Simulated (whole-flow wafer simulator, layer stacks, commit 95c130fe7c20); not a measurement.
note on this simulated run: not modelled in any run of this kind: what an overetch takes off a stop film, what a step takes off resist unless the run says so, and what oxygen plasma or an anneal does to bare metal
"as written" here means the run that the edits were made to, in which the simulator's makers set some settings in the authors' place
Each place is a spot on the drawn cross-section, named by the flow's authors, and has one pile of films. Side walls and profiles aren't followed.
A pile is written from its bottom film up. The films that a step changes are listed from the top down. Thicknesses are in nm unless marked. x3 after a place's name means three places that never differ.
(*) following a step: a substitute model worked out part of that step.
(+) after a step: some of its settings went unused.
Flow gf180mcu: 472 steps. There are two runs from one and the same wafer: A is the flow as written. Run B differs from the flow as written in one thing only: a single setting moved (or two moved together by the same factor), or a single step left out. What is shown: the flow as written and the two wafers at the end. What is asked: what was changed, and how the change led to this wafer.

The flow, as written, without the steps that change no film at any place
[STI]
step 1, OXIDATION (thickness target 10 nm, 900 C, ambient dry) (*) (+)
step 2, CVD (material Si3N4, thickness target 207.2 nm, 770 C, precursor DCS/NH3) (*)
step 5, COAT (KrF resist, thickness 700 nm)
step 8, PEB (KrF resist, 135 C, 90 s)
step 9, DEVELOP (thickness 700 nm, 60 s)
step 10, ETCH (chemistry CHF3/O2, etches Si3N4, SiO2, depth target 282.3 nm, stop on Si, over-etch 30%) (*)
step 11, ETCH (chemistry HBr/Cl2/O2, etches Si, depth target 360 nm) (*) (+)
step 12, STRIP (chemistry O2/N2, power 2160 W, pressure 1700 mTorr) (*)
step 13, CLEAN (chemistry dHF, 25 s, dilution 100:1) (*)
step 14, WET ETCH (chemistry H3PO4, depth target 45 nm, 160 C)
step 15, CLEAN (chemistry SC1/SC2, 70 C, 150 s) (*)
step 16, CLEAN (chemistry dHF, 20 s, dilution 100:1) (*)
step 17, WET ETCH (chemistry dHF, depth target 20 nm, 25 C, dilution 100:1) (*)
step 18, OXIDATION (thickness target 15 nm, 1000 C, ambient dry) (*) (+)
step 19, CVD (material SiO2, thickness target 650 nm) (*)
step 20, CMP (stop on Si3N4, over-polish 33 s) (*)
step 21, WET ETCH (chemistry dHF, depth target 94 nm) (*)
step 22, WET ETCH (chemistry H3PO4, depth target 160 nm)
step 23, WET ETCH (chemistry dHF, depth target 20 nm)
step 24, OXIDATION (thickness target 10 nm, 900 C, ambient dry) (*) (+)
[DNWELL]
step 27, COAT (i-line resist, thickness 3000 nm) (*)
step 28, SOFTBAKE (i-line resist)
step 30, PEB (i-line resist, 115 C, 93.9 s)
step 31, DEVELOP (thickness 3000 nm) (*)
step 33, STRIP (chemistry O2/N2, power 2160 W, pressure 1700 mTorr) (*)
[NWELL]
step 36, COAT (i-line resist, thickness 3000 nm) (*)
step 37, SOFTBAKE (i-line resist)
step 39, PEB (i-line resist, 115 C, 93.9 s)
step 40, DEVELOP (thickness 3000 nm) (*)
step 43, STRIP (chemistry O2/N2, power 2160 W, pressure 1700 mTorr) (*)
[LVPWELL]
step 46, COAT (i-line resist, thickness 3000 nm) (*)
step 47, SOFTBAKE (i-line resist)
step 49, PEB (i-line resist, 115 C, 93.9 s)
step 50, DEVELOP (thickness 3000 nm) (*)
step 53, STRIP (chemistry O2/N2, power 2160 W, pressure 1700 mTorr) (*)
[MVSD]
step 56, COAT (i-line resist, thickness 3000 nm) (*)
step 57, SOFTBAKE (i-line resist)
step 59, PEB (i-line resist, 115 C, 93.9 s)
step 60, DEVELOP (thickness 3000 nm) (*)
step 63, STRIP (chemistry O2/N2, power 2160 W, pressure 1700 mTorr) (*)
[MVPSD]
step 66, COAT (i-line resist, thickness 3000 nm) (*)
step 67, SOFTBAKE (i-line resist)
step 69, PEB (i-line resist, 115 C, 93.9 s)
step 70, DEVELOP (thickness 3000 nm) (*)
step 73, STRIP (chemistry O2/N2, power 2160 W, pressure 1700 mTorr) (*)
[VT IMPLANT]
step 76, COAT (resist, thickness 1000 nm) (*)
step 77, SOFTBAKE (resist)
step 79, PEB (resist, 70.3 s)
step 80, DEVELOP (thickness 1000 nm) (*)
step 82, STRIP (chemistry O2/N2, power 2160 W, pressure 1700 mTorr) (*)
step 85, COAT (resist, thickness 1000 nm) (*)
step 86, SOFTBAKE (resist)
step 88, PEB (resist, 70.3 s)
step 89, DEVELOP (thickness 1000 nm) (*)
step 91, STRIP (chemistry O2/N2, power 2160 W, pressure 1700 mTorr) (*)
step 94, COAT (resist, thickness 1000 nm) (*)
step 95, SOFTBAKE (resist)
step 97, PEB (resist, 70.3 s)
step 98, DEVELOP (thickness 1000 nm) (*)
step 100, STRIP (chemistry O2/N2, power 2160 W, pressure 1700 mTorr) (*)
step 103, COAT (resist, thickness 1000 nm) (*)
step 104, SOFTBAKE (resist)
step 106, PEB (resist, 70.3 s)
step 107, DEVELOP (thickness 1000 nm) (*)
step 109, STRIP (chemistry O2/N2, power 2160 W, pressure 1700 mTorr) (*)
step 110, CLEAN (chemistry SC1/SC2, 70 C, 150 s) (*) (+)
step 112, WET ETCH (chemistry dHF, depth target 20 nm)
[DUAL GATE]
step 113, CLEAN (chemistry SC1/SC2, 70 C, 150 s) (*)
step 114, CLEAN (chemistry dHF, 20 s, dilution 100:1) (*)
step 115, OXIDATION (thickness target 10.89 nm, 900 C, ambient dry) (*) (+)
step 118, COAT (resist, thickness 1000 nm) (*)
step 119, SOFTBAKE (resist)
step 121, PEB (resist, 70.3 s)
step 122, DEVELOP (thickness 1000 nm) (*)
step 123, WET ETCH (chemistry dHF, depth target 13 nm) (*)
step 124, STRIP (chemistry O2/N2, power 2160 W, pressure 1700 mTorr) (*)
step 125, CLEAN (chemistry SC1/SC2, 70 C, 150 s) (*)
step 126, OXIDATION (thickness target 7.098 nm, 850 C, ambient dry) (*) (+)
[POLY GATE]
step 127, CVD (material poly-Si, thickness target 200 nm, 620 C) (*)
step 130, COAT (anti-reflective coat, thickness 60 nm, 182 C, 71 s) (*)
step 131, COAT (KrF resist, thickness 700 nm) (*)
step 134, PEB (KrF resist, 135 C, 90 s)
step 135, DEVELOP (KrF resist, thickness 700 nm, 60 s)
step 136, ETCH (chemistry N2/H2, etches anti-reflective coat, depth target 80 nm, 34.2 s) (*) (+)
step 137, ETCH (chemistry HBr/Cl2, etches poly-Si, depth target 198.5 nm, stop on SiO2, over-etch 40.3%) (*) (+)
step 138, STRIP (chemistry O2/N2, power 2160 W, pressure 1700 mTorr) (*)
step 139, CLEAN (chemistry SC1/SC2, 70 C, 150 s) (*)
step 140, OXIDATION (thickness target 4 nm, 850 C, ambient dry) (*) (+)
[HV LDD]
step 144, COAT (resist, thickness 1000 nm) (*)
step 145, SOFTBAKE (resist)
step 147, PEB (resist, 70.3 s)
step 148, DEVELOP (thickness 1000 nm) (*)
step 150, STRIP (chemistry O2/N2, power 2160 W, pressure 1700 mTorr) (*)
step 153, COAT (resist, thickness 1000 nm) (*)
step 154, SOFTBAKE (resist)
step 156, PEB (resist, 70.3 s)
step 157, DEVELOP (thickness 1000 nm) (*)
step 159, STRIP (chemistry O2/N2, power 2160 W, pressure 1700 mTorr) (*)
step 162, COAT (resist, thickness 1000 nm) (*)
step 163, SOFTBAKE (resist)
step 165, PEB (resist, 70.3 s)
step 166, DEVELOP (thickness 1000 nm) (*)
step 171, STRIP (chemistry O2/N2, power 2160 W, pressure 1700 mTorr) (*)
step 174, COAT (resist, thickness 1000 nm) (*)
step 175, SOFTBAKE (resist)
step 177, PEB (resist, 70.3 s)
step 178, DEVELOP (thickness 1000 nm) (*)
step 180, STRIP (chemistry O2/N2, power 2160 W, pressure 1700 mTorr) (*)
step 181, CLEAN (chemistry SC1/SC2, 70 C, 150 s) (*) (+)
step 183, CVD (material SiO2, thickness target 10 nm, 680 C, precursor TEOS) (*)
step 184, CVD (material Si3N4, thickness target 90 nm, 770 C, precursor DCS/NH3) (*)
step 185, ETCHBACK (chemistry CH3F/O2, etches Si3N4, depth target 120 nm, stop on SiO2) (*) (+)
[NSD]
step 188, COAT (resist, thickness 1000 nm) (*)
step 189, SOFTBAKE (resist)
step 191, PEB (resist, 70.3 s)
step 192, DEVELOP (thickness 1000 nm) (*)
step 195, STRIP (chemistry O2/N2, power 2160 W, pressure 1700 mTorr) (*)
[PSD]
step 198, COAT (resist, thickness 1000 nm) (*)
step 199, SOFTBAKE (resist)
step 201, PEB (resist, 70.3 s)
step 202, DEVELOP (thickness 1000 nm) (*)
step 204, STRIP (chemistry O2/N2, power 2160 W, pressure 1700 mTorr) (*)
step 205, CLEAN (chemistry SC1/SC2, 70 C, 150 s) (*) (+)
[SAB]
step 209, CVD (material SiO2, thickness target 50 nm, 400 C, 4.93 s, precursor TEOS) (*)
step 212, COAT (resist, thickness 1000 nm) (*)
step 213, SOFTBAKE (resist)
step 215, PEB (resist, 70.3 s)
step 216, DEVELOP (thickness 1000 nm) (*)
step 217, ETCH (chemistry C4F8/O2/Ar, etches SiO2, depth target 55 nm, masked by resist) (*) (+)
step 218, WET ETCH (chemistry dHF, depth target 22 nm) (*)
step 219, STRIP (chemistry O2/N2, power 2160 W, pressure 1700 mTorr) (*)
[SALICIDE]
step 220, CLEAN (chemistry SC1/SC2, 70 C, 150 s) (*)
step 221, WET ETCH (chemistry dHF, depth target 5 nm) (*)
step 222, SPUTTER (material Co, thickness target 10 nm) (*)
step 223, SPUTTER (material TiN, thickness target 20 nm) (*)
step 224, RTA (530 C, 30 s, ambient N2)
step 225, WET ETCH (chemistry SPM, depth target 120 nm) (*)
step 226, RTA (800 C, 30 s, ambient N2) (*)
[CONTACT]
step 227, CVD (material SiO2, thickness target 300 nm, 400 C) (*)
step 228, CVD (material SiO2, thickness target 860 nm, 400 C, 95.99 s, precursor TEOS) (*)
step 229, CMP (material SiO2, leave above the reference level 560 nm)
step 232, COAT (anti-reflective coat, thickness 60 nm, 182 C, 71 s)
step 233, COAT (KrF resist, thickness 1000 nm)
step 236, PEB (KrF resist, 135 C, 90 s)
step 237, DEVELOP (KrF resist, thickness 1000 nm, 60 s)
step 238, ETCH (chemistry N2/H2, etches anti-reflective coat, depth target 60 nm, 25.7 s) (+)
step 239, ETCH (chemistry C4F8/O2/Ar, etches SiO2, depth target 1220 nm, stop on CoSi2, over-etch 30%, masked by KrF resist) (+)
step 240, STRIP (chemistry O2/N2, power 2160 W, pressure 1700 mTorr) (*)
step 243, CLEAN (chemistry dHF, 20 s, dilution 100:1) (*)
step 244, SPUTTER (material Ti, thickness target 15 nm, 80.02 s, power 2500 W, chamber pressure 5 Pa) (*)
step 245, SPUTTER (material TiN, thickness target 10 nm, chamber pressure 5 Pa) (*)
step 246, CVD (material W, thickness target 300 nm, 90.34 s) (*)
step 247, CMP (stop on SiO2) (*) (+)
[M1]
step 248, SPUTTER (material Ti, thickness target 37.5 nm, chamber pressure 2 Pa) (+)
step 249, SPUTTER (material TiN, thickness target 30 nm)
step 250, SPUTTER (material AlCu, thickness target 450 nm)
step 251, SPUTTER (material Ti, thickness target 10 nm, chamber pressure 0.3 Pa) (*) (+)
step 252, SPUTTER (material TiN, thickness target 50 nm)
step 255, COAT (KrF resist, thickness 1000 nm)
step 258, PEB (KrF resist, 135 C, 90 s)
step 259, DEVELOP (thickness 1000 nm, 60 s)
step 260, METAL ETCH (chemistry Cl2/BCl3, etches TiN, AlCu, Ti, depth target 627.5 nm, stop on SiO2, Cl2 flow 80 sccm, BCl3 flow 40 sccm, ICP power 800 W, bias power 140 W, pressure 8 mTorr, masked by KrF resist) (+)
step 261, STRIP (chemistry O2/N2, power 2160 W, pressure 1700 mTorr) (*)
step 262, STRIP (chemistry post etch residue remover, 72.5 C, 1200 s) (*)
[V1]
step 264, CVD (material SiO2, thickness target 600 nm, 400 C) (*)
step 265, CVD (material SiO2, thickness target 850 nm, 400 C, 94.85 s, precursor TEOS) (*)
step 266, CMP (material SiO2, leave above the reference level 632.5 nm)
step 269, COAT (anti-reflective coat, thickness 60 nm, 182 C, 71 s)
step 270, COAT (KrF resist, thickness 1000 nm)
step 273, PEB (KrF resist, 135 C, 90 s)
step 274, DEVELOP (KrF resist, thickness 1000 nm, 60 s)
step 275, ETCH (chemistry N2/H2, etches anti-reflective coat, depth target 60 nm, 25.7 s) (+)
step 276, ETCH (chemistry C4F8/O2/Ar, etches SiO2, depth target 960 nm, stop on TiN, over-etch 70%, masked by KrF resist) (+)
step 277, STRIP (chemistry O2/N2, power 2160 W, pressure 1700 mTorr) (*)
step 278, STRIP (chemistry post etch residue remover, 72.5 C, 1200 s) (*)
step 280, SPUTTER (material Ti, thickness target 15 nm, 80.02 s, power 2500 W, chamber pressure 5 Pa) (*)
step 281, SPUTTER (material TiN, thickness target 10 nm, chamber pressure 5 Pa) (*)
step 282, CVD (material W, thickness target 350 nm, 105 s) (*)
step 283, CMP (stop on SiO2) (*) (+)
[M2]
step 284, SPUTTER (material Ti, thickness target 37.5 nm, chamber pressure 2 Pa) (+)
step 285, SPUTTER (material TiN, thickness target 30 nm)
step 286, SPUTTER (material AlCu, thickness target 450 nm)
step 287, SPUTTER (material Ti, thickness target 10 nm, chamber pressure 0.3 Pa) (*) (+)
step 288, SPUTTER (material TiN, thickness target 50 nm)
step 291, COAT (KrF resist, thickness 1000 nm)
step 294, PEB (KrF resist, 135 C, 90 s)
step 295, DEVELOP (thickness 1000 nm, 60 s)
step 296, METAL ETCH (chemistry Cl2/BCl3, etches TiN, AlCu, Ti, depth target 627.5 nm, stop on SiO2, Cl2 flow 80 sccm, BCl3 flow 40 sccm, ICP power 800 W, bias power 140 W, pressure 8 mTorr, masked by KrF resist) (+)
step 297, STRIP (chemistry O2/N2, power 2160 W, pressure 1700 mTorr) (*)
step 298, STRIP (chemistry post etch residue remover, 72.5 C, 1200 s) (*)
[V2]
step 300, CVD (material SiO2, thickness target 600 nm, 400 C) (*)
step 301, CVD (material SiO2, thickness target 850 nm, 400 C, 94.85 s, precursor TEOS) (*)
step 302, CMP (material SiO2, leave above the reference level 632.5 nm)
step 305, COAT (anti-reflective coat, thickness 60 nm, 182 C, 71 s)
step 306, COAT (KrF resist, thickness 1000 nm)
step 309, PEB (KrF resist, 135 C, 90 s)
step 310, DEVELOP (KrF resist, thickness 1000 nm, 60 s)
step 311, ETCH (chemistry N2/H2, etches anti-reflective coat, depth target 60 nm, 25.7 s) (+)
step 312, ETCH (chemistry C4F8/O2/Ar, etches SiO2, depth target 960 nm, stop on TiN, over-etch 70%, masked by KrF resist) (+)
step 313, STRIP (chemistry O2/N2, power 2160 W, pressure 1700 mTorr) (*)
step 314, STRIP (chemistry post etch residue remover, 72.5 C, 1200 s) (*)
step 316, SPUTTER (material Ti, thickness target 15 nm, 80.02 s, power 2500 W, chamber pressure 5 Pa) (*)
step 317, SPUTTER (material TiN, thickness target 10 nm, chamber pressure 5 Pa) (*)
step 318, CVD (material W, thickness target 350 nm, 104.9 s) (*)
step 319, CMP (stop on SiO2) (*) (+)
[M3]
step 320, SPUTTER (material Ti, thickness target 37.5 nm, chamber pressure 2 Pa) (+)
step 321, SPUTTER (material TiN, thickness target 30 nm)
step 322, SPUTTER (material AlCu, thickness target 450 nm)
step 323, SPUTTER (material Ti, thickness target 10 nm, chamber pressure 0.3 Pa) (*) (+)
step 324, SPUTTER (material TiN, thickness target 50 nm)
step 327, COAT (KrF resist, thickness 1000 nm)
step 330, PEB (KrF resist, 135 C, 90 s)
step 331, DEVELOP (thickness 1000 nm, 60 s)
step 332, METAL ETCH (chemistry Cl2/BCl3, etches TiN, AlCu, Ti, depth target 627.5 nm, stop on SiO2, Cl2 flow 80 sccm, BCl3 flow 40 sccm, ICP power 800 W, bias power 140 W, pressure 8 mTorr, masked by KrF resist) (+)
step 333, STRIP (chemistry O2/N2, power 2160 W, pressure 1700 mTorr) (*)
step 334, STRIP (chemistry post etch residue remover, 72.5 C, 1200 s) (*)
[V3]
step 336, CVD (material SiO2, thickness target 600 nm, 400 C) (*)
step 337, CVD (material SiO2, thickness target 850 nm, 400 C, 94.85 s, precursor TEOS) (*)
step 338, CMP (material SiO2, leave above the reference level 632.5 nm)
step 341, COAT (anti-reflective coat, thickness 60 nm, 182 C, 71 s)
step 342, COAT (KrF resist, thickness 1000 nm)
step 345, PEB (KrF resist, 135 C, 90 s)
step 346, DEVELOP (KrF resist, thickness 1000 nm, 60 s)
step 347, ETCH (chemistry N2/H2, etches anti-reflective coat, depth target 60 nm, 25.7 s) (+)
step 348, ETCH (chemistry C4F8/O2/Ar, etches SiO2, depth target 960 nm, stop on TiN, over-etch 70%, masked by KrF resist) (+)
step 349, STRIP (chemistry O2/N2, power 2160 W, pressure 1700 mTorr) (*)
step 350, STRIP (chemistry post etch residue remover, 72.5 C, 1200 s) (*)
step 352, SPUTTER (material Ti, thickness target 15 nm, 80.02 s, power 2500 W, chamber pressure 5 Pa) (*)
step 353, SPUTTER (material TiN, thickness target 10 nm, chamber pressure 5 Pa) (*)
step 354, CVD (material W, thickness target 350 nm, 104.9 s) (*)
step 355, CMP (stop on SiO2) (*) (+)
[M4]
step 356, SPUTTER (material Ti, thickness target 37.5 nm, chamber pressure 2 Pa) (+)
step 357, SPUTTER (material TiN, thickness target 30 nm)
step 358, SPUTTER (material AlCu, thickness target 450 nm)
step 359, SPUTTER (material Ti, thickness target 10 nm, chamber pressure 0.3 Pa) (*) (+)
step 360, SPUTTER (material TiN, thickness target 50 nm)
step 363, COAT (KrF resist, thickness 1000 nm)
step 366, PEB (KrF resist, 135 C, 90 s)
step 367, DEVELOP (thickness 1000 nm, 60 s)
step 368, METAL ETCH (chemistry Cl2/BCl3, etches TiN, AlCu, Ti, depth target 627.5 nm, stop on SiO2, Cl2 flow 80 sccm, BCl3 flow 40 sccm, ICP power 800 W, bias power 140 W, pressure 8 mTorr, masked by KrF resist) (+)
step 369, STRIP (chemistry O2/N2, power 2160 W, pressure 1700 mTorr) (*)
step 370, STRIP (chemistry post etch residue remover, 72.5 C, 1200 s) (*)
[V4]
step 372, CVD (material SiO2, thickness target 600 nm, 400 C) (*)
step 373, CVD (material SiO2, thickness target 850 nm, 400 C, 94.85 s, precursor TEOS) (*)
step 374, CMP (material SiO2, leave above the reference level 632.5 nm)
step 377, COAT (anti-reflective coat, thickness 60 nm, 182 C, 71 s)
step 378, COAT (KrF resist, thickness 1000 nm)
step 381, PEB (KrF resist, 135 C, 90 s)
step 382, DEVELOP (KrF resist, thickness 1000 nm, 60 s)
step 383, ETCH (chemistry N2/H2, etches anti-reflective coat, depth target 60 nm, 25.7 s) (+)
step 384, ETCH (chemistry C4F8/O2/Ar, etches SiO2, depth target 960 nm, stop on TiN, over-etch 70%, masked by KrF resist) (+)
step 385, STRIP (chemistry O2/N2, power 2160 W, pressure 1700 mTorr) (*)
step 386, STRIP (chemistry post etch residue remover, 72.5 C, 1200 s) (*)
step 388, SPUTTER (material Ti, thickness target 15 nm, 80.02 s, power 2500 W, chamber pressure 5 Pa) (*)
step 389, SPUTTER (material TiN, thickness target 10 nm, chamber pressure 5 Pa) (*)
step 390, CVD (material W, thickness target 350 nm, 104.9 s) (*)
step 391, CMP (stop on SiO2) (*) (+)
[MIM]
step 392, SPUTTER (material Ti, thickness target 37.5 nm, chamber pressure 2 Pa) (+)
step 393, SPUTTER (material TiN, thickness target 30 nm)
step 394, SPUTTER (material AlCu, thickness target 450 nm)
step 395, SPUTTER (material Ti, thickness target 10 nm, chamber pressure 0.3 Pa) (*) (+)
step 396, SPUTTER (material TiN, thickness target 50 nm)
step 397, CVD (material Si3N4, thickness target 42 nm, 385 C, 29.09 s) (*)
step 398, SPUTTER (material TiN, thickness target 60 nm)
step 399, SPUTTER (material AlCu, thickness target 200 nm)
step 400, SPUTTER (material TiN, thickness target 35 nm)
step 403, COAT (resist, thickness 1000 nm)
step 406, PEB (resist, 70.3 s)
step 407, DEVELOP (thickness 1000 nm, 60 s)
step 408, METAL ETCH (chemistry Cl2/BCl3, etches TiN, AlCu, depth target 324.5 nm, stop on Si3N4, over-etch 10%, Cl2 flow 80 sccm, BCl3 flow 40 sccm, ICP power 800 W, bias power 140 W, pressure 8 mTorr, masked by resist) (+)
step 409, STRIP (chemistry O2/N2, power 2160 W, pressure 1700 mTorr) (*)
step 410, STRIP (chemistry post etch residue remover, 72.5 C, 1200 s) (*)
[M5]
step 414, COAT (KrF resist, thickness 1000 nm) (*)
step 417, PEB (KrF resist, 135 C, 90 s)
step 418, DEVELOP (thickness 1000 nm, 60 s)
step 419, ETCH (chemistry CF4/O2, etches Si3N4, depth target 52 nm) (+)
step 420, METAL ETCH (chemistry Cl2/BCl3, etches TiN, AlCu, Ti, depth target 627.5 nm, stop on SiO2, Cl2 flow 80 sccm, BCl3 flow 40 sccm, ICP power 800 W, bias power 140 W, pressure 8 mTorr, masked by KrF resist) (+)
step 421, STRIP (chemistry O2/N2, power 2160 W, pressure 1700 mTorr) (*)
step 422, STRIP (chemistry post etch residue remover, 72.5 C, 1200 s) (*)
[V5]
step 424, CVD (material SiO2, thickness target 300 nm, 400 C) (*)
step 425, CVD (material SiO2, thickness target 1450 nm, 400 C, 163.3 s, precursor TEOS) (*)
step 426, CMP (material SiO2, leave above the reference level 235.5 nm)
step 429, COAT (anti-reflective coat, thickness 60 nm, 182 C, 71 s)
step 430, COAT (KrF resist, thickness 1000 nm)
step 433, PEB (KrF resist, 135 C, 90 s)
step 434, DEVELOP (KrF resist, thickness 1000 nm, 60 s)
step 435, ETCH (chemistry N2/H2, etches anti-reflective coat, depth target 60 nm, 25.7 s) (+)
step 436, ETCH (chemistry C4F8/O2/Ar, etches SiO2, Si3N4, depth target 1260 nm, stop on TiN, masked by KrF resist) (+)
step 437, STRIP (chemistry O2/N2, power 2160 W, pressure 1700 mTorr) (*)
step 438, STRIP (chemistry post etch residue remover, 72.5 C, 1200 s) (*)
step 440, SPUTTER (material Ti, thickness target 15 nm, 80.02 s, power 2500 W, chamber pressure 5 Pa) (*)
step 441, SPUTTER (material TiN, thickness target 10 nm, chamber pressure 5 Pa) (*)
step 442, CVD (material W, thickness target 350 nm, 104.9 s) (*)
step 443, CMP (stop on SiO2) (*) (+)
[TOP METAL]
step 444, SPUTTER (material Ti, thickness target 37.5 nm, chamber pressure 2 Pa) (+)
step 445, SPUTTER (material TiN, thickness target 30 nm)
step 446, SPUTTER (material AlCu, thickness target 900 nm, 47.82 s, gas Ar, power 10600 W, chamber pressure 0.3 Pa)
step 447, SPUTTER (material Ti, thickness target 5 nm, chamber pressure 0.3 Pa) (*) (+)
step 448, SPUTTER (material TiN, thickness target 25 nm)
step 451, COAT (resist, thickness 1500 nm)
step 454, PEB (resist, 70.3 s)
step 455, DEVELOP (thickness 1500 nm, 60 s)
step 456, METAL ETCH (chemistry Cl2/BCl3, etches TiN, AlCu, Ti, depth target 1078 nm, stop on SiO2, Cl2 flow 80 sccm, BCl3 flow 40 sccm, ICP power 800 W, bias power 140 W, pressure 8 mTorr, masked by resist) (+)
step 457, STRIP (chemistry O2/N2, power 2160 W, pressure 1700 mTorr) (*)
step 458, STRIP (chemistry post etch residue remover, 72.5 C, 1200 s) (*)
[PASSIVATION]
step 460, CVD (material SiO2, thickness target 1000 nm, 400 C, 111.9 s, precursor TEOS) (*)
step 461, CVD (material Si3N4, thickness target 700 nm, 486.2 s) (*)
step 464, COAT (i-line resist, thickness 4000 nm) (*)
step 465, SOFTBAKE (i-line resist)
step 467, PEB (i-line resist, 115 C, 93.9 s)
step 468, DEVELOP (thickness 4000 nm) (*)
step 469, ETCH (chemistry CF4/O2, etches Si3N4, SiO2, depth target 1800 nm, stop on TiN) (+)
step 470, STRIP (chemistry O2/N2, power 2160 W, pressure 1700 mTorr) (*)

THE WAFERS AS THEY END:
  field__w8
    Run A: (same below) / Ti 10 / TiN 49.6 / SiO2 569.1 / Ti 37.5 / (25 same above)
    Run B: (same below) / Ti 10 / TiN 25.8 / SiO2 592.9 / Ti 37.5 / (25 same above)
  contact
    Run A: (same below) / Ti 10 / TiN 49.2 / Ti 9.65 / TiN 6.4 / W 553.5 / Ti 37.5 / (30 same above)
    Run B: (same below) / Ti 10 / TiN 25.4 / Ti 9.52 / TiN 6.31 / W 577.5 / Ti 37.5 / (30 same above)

What caused this: step 288, SPUTTER: thickness target 26.2 nm was run, while the flow as written has thickness target 50 nm.

The path from the change to this, step by step:
  step 288, SPUTTER (material TiN, thickness target 50 nm)
      field, field__w1, field__w2 and 108 more: A +50 TiN (new film) | B +26.2 TiN (new film)
  step 296, METAL ETCH (chemistry Cl2/BCl3, etches TiN, AlCu, Ti, depth target 627.5 nm, stop on SiO2, Cl2 flow 80 sccm, BCl3 flow 40 sccm, ICP power 800 W, bias power 140 W, pressure 8 mTorr, masked by KrF resist) (+)
      field, field__w1, field__w2 and 103 more: A -50 TiN (all of it), -10 Ti (all of it), -450 AlCu (all of it), -30 TiN (all of it), -37.5 Ti (all of it) | B -26.2 TiN (all of it), -10 Ti (all of it), -450 AlCu (all of it), -30 TiN (all of it), -37.5 Ti (all of it)
  step 302, CMP (material SiO2, leave above the reference level 632.5 nm)
      field__w8, contact, m1, m1__w1, m1_nw: A -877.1 SiO2 | B -853.3 SiO2
  step 312, ETCH (chemistry C4F8/O2/Ar, etches SiO2, depth target 960 nm, stop on TiN, over-etch 70%, masked by KrF resist) (+)
      contact: A -572.5 SiO2 (all of it) | B -596.3 SiO2 (all of it)
  step 318, CVD (material W, thickness target 350 nm, 104.9 s) (*)
      contact: A +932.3 W (new film) | B +956.3 W (new film)
